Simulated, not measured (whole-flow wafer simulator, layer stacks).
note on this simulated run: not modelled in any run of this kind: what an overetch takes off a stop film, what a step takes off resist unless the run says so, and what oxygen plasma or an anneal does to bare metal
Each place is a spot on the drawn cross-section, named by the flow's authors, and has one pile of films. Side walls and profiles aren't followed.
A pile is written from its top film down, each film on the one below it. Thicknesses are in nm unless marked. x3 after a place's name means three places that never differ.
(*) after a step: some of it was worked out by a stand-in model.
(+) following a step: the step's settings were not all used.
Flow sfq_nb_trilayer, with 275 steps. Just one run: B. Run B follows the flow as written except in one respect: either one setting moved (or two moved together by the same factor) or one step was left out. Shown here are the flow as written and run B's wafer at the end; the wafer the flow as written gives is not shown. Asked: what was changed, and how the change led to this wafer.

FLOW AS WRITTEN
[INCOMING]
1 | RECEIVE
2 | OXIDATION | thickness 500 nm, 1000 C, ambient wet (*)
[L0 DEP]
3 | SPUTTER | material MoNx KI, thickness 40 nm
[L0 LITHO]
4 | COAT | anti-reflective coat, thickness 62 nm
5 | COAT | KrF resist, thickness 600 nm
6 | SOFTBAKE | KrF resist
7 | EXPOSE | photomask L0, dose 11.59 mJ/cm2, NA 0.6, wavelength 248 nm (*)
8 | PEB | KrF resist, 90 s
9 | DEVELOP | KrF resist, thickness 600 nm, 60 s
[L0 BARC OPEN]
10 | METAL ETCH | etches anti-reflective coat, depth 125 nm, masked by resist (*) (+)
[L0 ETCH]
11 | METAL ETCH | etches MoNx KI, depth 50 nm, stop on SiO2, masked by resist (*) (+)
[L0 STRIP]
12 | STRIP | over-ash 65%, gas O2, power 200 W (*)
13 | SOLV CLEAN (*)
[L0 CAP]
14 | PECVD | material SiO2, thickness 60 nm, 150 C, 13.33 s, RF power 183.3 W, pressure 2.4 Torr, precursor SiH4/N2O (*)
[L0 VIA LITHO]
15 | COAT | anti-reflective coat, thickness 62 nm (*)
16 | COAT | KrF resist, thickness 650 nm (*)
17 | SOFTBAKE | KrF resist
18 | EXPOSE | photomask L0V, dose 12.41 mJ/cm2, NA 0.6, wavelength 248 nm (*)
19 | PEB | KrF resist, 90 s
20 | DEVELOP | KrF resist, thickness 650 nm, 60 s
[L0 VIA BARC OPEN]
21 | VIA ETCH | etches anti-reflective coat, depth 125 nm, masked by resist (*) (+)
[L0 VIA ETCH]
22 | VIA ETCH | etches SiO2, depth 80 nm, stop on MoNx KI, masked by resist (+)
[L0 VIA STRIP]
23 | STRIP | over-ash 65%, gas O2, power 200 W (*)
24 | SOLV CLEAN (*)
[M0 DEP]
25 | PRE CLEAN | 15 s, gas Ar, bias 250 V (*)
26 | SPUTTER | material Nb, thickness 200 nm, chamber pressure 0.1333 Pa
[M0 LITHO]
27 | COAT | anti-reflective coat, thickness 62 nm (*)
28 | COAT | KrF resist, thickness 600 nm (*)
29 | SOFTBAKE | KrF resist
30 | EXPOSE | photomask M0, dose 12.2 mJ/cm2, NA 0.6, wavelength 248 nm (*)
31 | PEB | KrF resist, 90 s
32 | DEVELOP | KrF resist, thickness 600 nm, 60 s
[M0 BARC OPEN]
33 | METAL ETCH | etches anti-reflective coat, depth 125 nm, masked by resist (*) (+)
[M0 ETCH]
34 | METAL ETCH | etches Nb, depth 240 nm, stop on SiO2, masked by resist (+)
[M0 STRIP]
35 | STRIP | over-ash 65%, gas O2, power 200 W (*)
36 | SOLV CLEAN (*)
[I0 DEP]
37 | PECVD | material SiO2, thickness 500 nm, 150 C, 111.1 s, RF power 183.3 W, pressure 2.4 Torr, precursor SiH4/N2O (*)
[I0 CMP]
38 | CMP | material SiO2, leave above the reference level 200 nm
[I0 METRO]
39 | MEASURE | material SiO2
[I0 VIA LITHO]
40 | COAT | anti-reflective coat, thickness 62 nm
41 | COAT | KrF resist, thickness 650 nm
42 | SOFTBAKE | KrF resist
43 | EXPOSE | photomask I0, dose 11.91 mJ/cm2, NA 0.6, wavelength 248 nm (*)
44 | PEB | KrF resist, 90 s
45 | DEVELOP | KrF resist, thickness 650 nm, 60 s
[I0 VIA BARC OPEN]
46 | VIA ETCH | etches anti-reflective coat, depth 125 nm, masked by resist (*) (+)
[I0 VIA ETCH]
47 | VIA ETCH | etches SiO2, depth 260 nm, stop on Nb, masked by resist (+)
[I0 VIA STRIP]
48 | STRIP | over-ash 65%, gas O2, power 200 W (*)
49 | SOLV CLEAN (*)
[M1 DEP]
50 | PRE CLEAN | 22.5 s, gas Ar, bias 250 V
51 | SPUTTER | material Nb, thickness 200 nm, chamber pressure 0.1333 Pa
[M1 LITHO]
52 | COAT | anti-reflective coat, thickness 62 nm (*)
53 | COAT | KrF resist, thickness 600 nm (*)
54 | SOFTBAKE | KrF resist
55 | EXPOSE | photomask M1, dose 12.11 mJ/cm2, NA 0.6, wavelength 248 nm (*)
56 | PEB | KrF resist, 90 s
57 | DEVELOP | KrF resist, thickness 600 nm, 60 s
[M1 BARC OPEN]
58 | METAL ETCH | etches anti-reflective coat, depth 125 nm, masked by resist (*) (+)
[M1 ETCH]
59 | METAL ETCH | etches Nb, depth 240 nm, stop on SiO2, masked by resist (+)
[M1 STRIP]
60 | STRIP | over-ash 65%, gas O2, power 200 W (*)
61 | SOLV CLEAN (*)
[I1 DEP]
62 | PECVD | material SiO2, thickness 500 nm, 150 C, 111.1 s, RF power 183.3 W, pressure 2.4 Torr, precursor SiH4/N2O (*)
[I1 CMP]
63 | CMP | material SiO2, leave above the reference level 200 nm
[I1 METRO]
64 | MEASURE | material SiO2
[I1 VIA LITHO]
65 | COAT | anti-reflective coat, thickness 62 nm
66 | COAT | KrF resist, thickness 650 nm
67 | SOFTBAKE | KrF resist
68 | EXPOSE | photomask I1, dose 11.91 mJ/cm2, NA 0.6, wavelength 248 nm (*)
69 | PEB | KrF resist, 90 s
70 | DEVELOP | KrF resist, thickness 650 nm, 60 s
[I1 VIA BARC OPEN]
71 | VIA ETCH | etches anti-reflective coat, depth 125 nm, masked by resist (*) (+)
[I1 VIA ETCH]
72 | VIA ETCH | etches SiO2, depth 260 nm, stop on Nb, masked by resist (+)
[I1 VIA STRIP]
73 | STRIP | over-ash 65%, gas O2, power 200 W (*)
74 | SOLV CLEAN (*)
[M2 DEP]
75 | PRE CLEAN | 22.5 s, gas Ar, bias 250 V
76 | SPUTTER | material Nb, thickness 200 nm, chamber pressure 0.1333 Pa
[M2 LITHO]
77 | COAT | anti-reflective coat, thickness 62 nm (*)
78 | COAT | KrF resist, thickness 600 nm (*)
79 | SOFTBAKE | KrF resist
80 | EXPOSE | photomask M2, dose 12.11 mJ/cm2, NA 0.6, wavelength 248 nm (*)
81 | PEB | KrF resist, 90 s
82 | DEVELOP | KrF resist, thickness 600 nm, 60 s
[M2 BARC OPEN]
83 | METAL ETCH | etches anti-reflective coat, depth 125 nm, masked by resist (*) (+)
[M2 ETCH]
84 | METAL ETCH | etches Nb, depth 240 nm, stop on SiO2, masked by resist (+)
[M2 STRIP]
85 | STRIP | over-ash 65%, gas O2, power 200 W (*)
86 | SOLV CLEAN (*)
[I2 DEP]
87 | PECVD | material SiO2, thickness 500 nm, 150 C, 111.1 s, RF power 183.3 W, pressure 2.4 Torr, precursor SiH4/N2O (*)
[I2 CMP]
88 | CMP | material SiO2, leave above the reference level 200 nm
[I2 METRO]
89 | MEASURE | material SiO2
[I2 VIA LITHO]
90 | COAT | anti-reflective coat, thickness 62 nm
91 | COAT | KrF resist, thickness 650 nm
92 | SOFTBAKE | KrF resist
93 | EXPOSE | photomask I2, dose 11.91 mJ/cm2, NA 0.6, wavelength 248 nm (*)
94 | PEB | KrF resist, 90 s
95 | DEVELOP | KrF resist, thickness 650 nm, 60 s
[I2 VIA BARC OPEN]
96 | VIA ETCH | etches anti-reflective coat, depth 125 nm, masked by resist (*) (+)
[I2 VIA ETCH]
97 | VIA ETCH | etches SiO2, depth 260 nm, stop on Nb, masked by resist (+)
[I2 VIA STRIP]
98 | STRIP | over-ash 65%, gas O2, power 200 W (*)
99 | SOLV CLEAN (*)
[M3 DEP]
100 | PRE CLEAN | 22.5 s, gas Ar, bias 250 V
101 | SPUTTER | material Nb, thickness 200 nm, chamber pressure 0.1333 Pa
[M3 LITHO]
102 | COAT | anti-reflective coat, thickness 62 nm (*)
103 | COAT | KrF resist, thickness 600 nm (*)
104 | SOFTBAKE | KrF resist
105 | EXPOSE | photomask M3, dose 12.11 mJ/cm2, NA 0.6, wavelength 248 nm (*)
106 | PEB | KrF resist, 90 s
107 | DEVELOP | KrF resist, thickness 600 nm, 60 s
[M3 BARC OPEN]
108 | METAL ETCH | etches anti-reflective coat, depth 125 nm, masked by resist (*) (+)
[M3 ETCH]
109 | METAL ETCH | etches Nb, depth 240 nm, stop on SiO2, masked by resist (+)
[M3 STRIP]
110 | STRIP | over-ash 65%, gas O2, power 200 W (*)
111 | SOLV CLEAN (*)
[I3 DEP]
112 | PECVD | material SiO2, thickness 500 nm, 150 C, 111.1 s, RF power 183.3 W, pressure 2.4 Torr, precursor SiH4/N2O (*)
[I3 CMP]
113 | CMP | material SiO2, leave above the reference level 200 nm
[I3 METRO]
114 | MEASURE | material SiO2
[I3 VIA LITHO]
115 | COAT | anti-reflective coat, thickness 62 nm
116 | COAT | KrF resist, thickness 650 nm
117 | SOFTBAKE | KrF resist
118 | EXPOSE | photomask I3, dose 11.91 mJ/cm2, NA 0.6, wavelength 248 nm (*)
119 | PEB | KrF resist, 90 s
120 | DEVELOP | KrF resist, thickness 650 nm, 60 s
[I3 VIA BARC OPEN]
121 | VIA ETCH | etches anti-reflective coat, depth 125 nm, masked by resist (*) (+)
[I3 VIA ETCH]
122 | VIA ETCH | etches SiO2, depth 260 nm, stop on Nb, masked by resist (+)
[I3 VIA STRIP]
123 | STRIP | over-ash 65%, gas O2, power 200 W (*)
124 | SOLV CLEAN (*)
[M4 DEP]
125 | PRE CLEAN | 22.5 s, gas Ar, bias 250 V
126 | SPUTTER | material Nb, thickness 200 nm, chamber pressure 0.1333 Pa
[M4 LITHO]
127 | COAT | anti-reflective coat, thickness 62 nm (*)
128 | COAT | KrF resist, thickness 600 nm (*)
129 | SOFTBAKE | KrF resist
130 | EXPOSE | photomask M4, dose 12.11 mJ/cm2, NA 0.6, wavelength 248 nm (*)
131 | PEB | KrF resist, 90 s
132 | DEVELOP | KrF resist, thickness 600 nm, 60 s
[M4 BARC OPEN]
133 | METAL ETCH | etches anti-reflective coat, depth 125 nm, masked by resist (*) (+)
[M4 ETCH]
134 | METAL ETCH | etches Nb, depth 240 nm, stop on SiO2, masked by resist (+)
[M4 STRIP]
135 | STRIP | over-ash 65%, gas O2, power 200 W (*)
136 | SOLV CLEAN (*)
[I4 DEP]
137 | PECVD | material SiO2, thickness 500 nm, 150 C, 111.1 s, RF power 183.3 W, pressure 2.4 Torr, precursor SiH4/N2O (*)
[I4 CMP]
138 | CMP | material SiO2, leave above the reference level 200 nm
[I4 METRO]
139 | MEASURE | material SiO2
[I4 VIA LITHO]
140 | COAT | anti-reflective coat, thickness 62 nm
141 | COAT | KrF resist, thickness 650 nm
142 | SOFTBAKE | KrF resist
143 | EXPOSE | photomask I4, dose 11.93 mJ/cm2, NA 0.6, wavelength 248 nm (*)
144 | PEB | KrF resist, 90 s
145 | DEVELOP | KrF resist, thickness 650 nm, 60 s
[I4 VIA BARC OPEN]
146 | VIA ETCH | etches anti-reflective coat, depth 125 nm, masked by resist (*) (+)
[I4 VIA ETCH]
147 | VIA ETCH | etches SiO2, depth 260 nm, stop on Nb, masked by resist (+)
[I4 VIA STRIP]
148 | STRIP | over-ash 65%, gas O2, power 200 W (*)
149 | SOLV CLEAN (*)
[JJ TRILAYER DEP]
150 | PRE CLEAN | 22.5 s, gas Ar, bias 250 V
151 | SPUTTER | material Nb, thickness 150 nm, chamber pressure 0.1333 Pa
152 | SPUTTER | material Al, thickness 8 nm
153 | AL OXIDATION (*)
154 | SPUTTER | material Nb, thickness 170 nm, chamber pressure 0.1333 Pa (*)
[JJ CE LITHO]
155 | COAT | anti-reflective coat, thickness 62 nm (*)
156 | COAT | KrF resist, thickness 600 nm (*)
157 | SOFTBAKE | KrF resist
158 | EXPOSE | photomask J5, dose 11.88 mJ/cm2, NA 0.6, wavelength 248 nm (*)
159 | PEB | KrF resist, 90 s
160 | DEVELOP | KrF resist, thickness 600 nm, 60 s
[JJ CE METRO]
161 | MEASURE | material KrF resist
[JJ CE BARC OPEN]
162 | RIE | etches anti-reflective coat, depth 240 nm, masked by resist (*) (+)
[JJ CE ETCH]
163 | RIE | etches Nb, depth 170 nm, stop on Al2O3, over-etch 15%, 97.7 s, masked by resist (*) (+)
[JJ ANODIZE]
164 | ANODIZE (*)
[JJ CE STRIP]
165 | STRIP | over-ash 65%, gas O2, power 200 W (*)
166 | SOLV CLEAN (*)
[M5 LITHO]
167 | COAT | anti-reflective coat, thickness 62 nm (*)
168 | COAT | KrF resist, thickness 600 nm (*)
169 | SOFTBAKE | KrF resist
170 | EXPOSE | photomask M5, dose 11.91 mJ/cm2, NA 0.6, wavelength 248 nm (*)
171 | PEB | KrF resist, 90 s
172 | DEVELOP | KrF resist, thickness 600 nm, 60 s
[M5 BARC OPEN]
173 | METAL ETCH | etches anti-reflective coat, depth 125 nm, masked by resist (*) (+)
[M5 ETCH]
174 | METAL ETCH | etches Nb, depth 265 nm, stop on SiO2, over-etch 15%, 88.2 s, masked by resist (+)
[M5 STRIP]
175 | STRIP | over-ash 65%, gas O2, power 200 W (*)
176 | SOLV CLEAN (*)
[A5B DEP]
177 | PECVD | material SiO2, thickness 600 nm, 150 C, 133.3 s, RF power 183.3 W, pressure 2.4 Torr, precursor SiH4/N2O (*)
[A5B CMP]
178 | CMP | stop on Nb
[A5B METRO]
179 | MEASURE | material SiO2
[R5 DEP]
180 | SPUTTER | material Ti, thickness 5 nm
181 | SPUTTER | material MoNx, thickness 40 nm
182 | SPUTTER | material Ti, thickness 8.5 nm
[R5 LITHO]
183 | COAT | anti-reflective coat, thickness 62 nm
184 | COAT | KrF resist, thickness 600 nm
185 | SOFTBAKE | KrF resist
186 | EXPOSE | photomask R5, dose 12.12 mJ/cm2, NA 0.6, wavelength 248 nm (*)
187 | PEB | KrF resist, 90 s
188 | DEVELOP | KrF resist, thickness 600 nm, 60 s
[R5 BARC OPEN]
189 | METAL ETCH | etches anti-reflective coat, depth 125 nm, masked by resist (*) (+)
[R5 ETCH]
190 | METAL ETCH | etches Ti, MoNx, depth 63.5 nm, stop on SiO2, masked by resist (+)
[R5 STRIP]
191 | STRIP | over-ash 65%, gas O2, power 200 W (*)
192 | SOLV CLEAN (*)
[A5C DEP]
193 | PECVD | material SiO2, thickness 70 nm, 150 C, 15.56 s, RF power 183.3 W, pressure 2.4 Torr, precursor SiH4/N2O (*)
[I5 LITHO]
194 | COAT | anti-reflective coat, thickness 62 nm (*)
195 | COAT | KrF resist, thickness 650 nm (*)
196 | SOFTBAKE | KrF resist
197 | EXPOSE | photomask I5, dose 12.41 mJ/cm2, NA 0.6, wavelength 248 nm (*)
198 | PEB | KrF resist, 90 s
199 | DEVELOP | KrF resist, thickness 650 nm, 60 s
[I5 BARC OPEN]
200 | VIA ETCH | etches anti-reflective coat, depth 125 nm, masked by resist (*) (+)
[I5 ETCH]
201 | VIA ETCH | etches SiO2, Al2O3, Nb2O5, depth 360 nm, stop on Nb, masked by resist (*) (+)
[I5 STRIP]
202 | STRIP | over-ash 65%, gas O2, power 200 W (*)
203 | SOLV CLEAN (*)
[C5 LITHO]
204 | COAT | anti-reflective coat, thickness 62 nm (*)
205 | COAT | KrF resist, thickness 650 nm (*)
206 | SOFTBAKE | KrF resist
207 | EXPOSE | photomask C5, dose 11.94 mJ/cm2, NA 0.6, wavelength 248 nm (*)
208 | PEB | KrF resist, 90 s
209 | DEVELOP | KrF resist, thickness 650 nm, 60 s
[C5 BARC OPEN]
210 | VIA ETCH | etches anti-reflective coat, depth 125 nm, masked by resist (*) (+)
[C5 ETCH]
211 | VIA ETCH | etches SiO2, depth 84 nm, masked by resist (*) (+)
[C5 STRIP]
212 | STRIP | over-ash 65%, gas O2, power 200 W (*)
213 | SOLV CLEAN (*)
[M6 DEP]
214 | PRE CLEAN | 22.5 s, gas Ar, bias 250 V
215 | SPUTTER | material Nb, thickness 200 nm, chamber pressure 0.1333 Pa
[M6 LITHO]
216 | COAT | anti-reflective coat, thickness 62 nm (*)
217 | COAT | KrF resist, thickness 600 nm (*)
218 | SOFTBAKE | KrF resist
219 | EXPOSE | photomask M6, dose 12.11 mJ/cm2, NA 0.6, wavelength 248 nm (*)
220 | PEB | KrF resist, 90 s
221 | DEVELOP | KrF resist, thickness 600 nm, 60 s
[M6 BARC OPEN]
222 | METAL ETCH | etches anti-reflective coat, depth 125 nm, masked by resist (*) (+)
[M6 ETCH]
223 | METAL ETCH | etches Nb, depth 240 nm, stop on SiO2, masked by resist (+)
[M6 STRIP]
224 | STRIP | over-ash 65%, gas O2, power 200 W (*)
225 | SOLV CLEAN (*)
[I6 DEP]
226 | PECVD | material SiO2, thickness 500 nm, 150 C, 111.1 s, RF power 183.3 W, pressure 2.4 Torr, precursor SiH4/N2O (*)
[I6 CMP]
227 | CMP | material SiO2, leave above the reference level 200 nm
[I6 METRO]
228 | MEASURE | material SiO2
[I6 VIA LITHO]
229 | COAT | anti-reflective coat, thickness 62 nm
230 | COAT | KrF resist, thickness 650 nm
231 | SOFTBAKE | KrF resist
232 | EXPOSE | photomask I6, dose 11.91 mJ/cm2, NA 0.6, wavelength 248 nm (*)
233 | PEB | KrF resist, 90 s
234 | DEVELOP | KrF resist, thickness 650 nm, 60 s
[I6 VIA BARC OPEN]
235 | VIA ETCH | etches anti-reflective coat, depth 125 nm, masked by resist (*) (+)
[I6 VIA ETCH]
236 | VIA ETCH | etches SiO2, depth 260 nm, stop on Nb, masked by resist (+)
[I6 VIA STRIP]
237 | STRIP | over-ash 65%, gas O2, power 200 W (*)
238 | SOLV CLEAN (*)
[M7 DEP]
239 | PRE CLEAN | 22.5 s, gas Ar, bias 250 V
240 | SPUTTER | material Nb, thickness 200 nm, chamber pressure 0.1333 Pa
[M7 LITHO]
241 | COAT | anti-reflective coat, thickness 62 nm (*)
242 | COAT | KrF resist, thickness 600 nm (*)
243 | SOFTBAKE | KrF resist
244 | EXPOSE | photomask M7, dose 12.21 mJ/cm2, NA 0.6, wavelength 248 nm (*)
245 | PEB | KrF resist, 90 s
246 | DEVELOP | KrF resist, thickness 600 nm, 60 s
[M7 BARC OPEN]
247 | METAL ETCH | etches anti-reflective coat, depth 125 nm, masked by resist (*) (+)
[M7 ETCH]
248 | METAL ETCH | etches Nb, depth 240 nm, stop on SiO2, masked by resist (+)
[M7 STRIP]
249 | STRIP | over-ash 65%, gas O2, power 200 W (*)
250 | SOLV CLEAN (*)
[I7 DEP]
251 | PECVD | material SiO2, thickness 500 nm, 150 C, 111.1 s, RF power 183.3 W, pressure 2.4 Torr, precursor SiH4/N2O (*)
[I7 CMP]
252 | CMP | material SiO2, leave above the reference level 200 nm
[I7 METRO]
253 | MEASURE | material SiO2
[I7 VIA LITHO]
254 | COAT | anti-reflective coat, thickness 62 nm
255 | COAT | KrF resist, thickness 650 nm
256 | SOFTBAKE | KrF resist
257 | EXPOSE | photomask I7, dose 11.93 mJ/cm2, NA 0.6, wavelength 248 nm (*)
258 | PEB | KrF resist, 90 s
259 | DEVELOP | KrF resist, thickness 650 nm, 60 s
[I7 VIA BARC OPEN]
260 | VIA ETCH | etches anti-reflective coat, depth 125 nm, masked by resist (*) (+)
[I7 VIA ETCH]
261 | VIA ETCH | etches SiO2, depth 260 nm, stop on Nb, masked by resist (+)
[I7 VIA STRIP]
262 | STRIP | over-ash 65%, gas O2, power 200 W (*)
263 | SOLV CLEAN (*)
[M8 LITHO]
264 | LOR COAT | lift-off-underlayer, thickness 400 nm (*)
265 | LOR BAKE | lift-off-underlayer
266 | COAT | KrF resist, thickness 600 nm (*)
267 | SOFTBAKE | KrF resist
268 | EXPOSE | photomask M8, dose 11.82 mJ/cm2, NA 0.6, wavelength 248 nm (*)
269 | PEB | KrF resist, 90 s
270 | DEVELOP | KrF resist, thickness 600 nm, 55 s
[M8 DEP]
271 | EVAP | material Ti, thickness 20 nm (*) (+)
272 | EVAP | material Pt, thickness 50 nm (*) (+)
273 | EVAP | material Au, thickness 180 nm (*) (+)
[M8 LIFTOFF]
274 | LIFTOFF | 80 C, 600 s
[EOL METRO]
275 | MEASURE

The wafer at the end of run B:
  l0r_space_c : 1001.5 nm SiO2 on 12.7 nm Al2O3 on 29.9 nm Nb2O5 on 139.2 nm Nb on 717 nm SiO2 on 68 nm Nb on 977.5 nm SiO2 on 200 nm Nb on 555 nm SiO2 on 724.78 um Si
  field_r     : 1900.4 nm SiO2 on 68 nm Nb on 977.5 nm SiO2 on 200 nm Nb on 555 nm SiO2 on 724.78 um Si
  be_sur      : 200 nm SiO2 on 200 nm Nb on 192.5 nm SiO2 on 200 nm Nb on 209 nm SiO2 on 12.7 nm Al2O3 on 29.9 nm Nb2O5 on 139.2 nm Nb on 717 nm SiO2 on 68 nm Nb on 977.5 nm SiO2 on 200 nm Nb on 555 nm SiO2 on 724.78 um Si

Cause: step 109, METAL ETCH: depth 132 nm was run, while the flow as written has depth 240 nm.

How this came from the change, step by step:
  109 | METAL ETCH | etches Nb, depth 240 nm, stop on SiO2, masked by resist (+)
      field_l, be, be_sur and 72 more: -132 Nb (in the flow as written it would be: -200 Nb (all of it))
      v_sur, via_wl, via_w and 28 more: -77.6 KrF resist (in the flow as written it would be: -141.2 KrF resist)
  110 | STRIP | over-ash 65%, gas O2, power 200 W (*)
      p4_w1, p4_w2, p4_w3 and 21 more: -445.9 KrF resist (all of it), -62 anti-reflective coat (all of it) (in the flow as written it would be: -382.4 KrF resist (all of it), -62 anti-reflective coat (all of it))
      v_sur: -428.8 KrF resist (all of it), -61.1 anti-reflective coat (all of it) (in the flow as written it would be: -365.3 KrF resist (all of it), -61.1 anti-reflective coat (all of it))
      (also at 6 further places)
  112 | PECVD | material SiO2, thickness 500 nm, 150 C, 111.1 s, RF power 183.3 W, pressure 2.4 Torr, precursor SiH4/N2O (*)
      field_l, be, be_sur and 64 more: +500 SiO2 (new film) (in the flow as written it would be: +500 SiO2)
      p4_g1, p4_g2, p3_s0, p3_s1, p3_s2, p3_s3, p3_s4, p3_s5: +500 SiO2 (new film) (in the flow as written it would be: +557.1 SiO2)
  113 | CMP | material SiO2, leave above the reference level 200 nm
      field_l, be, be_sur and 64 more: -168 SiO2 (in the flow as written it would be: -100 SiO2)
      p4_g1, p4_g2, p3_s0, p3_s1, p3_s2, p3_s3, p3_s4, p3_s5: -168 SiO2 (in the flow as written it would be: -157.1 SiO2)
Taking metal films that touch as one body, l0r_space_c has 3 bodies (between them, from the top down: SiO2 717; SiO2 977.5); the flow as written gives 2 bodies (between them, from the top down: SiO2 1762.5).
Taking metal films that touch as one body, field_r has 2 bodies (between them, from the top down: SiO2 977.5); the flow as written gives 1 body.
Taking metal films that touch as one body, be_sur has 5 bodies (between them, from the top down: SiO2 192.5; SiO2 209 / Al2O3 12.7 / Nb2O5 29.9; SiO2 717; SiO2 977.5); the flow as written gives 4 bodies (between them, from the top down: SiO2 192.5; SiO2 209 / Al2O3 12.7 / Nb2O5 29.9; SiO2 1762.5).
